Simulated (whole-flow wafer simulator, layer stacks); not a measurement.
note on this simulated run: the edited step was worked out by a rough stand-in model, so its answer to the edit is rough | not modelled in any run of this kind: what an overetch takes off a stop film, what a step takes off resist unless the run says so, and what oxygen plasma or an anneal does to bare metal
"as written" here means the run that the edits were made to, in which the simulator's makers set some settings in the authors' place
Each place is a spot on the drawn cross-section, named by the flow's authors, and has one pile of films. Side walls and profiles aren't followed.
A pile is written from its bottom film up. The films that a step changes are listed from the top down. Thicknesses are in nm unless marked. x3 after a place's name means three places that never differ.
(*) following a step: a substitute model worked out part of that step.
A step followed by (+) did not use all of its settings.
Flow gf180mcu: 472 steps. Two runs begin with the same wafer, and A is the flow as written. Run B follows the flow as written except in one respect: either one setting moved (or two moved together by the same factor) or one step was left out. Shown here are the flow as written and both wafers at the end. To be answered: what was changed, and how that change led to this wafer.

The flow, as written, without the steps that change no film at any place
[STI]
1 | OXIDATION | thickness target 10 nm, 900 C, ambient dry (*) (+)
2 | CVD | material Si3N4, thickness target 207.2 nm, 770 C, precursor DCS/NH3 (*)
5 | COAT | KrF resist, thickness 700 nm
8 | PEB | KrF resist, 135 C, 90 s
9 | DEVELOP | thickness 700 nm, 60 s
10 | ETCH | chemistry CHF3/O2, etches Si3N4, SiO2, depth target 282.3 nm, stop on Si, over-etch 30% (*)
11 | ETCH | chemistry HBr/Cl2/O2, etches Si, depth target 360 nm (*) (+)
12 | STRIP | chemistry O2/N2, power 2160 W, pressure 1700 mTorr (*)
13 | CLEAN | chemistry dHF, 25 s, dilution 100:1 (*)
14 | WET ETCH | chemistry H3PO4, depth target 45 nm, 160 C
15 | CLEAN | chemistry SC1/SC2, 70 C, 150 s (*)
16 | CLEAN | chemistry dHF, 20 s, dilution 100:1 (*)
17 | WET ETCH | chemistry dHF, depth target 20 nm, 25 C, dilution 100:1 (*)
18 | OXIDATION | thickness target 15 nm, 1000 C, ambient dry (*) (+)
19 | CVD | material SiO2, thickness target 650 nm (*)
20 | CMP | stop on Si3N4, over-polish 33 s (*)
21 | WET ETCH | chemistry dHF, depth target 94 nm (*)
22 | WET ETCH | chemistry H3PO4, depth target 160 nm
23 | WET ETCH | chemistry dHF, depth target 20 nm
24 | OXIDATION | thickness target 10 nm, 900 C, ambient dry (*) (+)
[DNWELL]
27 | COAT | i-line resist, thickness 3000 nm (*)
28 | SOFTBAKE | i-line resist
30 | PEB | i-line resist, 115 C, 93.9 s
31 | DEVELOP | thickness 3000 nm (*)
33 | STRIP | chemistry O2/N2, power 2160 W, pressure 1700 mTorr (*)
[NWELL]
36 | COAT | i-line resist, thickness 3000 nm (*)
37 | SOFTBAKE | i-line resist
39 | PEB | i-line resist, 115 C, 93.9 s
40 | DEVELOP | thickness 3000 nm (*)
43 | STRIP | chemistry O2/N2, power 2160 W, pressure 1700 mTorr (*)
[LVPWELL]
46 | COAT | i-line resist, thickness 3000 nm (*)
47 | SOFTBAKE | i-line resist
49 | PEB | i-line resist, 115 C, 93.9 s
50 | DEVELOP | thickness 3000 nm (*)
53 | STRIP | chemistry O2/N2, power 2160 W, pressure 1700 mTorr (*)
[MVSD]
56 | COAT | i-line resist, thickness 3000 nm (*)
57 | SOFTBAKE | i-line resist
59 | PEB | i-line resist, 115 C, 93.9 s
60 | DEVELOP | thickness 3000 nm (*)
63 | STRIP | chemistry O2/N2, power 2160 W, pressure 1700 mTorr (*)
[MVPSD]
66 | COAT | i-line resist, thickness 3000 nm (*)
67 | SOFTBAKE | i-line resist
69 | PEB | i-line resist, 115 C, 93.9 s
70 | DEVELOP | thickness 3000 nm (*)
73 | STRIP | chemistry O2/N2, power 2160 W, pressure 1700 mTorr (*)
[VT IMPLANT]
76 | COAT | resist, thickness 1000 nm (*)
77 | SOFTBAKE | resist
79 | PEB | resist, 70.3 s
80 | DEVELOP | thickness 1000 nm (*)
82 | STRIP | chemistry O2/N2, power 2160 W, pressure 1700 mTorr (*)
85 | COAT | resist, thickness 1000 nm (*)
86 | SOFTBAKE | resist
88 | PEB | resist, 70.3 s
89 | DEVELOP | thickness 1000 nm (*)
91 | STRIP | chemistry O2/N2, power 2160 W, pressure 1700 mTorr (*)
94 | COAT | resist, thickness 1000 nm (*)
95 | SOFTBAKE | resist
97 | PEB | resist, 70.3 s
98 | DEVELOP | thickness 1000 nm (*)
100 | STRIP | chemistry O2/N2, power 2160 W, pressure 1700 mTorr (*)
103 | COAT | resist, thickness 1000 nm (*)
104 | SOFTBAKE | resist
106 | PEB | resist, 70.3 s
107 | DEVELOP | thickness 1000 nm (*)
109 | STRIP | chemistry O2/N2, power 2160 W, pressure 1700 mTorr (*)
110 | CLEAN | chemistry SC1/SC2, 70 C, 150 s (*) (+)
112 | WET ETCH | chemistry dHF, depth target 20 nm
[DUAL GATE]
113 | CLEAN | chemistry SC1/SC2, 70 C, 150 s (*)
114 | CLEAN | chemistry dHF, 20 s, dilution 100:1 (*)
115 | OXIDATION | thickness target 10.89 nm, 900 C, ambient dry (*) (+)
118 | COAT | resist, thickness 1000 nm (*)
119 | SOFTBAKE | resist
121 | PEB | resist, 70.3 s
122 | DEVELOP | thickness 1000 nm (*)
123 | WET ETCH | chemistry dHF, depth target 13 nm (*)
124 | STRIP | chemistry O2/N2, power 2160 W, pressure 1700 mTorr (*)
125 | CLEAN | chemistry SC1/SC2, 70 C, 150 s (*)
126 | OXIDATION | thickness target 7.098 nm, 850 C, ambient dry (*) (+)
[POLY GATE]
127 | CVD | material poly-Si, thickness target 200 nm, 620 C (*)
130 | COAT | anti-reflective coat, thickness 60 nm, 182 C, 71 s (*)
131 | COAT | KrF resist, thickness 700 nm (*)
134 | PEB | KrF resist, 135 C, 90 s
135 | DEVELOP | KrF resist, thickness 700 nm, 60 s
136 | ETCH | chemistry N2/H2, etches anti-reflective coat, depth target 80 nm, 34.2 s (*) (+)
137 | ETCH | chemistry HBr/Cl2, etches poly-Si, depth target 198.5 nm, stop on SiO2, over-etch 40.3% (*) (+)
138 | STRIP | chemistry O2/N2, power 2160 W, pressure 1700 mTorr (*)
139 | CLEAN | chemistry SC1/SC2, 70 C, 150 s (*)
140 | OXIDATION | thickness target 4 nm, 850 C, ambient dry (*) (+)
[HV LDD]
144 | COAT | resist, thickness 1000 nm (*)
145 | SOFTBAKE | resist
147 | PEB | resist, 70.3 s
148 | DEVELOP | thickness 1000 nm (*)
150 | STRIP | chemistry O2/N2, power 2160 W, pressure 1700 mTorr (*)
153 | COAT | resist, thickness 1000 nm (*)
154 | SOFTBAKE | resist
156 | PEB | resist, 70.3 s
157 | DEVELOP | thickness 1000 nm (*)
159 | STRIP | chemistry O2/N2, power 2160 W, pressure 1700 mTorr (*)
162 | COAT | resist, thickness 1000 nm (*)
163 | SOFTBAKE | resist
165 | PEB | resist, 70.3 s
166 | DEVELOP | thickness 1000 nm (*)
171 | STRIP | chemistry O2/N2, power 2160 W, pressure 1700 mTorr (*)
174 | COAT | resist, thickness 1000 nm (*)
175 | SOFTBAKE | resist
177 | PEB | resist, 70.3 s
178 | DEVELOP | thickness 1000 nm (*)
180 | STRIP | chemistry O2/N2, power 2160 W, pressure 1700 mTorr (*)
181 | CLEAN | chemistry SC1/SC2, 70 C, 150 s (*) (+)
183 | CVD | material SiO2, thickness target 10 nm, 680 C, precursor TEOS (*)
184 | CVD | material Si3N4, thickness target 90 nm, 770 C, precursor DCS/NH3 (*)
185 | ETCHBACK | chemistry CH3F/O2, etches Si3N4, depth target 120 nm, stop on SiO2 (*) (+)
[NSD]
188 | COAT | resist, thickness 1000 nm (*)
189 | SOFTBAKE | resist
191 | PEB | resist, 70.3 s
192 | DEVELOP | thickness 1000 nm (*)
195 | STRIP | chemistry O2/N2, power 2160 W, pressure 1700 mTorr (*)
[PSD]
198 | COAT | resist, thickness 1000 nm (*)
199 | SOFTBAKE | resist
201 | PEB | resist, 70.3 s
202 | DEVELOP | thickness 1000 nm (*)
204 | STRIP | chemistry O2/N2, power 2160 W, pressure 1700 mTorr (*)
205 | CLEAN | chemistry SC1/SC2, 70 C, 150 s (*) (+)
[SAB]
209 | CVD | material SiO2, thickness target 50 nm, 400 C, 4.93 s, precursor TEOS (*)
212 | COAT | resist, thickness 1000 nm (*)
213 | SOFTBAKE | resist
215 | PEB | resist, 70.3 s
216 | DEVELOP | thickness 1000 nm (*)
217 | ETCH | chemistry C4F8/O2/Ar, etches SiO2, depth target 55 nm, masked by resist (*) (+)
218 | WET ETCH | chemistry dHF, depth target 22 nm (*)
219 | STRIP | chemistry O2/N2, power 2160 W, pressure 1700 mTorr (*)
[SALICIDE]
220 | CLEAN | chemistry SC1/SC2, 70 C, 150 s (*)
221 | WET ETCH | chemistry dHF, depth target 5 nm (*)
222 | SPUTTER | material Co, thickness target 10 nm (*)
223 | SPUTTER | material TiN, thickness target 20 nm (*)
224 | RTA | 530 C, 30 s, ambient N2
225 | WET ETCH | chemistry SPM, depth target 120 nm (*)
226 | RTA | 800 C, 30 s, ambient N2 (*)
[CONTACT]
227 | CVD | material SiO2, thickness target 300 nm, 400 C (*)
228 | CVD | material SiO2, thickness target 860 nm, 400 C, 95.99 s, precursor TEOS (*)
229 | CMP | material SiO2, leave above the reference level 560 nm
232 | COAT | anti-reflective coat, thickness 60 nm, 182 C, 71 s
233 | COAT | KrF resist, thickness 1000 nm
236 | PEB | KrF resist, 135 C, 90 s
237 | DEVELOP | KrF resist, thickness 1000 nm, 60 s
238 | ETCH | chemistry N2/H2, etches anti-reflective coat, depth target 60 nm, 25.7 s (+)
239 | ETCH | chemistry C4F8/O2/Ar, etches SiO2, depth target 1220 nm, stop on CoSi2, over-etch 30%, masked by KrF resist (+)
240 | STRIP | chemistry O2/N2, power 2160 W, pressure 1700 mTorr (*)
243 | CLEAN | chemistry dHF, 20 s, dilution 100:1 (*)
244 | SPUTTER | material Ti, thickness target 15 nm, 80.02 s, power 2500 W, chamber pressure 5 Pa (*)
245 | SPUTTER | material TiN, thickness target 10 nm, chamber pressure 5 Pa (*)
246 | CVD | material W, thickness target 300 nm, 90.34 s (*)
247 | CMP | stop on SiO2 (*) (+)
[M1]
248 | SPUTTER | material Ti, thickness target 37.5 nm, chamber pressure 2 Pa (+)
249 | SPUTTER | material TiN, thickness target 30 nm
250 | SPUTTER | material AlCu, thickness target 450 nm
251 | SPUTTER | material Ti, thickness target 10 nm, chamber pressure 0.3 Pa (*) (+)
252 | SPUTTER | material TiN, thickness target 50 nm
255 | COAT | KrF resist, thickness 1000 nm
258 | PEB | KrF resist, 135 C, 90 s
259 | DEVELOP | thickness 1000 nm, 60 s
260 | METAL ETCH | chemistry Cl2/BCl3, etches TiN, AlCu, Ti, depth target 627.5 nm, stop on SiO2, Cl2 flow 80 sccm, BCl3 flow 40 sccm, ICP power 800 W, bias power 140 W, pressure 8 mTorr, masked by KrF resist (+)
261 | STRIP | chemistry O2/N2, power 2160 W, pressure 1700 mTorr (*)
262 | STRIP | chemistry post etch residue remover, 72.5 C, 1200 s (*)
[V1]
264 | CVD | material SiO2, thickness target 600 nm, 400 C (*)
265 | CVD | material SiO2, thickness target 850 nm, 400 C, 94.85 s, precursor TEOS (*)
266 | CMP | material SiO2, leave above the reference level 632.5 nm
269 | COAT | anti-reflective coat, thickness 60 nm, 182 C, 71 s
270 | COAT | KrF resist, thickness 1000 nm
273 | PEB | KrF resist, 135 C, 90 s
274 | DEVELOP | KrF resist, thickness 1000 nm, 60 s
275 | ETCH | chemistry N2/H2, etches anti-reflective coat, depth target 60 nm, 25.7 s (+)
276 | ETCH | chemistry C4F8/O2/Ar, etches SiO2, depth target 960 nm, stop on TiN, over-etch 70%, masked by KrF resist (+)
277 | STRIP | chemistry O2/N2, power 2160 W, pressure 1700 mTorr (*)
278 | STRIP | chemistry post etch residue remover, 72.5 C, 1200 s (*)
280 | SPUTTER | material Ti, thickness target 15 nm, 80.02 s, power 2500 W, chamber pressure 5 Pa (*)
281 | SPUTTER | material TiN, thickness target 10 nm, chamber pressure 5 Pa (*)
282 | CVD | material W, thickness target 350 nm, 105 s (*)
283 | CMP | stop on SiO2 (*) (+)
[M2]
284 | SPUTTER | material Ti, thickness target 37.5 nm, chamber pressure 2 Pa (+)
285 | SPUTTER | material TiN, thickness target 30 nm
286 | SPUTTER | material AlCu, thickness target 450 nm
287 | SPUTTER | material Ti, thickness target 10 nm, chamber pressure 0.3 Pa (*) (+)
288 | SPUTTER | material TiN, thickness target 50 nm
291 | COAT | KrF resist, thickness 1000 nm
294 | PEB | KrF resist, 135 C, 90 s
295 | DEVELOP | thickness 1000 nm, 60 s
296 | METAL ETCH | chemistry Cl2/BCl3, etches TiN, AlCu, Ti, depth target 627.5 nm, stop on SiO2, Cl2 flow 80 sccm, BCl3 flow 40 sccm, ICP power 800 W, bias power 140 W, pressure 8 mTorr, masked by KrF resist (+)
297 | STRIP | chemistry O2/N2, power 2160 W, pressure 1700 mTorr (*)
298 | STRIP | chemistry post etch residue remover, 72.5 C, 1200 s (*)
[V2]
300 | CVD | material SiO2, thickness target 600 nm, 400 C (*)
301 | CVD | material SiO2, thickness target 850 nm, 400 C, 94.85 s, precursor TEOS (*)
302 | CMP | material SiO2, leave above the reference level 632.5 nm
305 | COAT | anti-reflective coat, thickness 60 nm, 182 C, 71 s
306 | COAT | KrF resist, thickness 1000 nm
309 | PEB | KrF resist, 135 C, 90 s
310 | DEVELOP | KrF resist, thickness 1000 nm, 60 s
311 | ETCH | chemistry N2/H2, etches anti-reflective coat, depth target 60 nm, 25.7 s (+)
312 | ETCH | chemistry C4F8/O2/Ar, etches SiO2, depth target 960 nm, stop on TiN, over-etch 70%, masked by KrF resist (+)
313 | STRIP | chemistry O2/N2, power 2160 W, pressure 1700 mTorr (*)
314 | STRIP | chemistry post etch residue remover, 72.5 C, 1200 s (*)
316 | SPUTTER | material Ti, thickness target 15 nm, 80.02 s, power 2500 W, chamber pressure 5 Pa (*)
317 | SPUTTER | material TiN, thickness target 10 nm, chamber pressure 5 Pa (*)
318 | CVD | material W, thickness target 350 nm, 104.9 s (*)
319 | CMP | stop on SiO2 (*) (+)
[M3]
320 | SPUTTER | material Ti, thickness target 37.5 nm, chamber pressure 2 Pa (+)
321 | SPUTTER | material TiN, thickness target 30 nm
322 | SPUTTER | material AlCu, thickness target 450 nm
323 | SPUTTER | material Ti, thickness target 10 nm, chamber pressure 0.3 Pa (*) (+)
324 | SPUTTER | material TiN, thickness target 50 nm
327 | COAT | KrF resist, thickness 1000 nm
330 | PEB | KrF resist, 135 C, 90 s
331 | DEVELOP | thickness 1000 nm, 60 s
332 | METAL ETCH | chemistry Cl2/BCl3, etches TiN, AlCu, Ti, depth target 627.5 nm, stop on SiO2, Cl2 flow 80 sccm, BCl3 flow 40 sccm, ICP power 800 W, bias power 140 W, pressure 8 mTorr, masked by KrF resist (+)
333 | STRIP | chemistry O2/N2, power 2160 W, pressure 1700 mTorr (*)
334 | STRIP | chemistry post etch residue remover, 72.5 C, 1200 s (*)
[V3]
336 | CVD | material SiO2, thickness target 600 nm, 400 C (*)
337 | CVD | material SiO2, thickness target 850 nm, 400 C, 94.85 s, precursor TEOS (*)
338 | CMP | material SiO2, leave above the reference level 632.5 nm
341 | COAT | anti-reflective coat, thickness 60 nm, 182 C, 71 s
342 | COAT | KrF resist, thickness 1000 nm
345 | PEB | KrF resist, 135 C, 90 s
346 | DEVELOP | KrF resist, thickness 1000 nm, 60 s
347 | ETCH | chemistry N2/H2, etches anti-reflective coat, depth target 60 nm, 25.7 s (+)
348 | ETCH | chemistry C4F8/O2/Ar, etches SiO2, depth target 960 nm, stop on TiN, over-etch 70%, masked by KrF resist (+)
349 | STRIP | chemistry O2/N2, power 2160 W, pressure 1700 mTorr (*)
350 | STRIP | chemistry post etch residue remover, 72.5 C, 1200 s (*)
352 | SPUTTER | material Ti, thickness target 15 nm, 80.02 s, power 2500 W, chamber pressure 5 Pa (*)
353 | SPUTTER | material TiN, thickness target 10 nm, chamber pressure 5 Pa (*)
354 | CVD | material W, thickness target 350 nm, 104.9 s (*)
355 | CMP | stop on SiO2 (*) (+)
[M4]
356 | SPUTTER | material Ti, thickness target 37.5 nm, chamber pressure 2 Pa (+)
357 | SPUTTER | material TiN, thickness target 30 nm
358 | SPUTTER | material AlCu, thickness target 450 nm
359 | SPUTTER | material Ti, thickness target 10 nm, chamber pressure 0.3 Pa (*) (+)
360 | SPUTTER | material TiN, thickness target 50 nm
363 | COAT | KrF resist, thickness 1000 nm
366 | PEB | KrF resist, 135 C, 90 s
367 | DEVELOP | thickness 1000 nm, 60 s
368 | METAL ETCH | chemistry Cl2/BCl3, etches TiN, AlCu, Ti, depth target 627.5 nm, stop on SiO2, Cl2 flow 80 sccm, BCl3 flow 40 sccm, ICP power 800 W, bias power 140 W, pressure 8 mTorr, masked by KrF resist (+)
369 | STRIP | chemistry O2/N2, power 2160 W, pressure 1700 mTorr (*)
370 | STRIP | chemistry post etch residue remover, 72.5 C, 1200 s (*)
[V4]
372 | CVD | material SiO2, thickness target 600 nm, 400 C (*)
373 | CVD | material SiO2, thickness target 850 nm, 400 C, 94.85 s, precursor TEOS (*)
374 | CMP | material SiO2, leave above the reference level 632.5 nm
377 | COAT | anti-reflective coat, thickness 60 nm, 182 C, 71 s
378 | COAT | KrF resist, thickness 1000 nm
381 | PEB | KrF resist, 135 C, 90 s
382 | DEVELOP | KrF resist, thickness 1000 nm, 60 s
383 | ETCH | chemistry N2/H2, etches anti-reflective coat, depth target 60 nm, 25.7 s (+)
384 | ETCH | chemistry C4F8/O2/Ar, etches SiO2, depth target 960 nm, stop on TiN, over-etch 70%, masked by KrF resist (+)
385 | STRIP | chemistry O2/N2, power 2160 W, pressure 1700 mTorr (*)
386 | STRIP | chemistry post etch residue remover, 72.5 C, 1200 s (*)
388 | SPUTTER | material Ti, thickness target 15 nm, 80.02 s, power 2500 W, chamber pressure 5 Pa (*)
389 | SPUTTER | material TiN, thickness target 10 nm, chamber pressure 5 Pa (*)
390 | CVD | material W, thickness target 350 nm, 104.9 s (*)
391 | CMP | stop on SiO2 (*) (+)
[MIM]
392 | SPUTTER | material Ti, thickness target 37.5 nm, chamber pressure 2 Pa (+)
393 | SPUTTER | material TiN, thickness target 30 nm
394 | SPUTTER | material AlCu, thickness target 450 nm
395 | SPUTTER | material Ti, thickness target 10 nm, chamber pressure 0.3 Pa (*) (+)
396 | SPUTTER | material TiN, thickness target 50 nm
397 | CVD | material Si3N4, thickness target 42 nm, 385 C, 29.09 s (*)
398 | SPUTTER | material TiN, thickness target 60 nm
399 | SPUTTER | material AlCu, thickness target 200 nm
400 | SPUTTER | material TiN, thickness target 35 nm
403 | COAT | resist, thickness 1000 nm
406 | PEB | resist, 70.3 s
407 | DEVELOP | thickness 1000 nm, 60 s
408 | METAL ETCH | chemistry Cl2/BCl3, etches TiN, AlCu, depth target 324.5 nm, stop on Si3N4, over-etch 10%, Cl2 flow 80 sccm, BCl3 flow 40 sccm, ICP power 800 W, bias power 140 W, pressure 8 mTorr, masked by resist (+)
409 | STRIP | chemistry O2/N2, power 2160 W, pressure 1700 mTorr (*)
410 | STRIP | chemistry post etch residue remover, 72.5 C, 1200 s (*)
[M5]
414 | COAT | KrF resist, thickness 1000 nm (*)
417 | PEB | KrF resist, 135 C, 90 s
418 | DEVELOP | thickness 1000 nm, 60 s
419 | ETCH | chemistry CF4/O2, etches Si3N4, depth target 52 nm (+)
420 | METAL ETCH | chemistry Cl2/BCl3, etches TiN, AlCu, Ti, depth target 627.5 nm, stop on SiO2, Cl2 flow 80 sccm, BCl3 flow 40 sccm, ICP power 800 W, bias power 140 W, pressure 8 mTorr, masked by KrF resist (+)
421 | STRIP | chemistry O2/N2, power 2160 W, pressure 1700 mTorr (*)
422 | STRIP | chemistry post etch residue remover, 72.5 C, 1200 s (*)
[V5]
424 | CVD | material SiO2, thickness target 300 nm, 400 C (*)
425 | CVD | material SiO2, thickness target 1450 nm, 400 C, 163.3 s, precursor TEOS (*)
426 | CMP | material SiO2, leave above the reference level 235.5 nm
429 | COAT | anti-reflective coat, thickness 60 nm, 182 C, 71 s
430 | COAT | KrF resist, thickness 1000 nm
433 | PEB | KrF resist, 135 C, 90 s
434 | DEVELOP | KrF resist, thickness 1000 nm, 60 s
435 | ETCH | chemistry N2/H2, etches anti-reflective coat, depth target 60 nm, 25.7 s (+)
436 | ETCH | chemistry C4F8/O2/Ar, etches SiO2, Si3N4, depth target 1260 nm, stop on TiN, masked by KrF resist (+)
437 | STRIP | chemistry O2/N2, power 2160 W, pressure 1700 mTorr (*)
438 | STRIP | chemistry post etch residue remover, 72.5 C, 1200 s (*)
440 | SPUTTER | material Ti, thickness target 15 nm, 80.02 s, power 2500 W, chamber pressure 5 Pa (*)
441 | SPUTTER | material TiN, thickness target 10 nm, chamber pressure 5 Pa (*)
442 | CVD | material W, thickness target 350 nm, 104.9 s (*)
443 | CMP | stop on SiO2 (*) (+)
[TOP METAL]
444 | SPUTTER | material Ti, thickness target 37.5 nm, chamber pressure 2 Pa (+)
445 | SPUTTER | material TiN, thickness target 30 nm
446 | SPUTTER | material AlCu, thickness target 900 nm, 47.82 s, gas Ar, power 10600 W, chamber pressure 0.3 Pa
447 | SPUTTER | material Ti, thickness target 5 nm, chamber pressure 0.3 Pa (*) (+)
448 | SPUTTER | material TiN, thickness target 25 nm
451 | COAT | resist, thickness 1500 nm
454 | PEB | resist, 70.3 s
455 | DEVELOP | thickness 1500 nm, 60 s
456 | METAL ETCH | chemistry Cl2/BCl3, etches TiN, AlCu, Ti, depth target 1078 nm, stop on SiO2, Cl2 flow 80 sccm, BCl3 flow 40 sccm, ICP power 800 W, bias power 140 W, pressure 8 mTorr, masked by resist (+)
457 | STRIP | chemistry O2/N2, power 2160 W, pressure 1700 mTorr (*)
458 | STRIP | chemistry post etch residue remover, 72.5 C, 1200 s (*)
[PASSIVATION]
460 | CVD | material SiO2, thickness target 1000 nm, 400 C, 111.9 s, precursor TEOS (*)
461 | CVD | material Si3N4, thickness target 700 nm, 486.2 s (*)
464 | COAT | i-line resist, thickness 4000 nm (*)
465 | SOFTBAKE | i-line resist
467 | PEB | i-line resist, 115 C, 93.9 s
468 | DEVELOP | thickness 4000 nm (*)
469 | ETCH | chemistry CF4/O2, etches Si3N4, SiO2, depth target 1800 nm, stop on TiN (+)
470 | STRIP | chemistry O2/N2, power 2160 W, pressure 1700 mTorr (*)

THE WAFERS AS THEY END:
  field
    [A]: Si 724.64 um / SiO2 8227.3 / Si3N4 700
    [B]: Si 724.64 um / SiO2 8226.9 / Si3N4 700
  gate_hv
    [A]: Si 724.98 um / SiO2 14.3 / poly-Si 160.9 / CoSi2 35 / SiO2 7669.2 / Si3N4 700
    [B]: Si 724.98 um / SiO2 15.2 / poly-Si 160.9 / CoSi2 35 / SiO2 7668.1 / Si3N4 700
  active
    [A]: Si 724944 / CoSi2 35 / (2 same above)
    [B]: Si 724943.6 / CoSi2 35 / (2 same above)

What caused this: step 126, OXIDATION: thickness target 8.234 nm was run, whereas the flow has thickness target 7.098 nm.

The path from the change to this, step by step:
  126 | OXIDATION | thickness target 7.098 nm, 850 C, ambient dry (*) (+)
      gate_hv, active_hv, active_nat and 25 more: A SiO2 gains 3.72, Si loses 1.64 | B SiO2 gains 4.69, Si loses 2.06
      active, n_well, p_well and 12 more: A SiO2 gains 7.1 (new film), chemical SiO2 loses 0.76 (all of it), Si loses 2.79 | B SiO2 gains 8.23 (new film), chemical SiO2 loses 0.76 (all of it), Si loses 3.29
  189 | SOFTBAKE | resist
      nw_enc_fld_lv__w3: A resist gains 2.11 | B resist loses 1.57
  199 | SOFTBAKE | resist
      nw_enc_fld_lv__w3: A resist gains 2.11 | B resist loses 1.57
  218 | WET ETCH | chemistry dHF, depth target 22 nm (*)
      active, p_well, sd_n, iso_ptap_pw, iso_ntap_nw, iso_ptap_sub, vpnp_e: A SiO2 loses 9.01 (all of it) | B SiO2 loses 10.1 (all of it)
      ldn_tap, ldn_src, ldn_drn, ldp_tap, ldp_src, ldp_drn, ldp_gr: A SiO2 loses 16 (all of it) | B SiO2 loses 16.9 (all of it)
      (as well as at 9 more places)
